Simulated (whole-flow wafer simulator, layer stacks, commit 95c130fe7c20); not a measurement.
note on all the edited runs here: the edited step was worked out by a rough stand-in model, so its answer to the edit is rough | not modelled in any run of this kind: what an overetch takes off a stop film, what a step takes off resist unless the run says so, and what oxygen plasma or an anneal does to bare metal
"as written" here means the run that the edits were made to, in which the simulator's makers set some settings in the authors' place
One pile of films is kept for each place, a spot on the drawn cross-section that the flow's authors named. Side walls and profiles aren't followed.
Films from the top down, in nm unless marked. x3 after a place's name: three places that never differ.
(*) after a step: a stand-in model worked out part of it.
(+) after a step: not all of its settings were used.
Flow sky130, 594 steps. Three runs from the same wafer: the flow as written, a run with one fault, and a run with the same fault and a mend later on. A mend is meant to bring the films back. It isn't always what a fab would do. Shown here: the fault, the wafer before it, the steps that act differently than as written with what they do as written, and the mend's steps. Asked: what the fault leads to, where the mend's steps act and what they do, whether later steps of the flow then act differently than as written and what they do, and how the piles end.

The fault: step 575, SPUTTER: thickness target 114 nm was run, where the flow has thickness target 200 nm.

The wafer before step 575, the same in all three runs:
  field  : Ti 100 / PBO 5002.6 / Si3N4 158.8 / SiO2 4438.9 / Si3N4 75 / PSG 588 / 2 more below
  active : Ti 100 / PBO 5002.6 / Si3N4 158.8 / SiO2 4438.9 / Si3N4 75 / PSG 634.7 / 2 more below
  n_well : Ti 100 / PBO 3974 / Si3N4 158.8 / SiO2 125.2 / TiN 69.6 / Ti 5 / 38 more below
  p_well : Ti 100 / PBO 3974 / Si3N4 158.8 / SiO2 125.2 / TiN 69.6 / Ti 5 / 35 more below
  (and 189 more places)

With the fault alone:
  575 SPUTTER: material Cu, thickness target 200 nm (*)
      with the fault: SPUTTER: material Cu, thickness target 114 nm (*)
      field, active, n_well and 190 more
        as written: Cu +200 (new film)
        with the fault: Cu +114 (new film)
  Later steps of the flow that act differently than as written (6 more steps differ only slightly, by at most 2% or 0.5 nm, whichever is larger, and aren't shown):
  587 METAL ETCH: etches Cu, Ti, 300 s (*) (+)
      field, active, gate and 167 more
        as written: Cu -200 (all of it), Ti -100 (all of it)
        with the fault: Cu -114 (all of it), Ti -100 (all of it)
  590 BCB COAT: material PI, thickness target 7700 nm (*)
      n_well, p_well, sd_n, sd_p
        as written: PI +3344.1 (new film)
        with the fault: PI +3430.1 (new film)
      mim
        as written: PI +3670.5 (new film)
        with the fault: PI +3752.6 (new film)
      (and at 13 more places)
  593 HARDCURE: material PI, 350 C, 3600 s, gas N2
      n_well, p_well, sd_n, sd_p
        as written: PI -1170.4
        with the fault: PI -1200.5
  At the end the piles differ from the flow's by more than 2% or 0.5 nm, whichever is larger, at n_well, p_well, sd_n and 20 more.
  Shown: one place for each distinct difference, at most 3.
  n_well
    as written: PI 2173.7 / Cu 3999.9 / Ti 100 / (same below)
    with the fault: PI 2229.6 / Cu 3913.9 / Ti 100 / (same below)
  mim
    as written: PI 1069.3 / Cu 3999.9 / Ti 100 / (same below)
    with the fault: PI 1149.8 / Cu 3913.9 / Ti 100 / (same below)
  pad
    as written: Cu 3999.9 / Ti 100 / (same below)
    with the fault: Cu 3913.9 / Ti 100 / (same below)

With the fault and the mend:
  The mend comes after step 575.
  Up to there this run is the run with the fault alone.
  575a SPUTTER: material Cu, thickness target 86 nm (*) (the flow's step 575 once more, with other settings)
      field, active, n_well and 190 more
        Cu +86
  No later step of the flow acts differently than as written at any place that is followed.
  At the end the piles are the same as the flow's at every place that both follow.
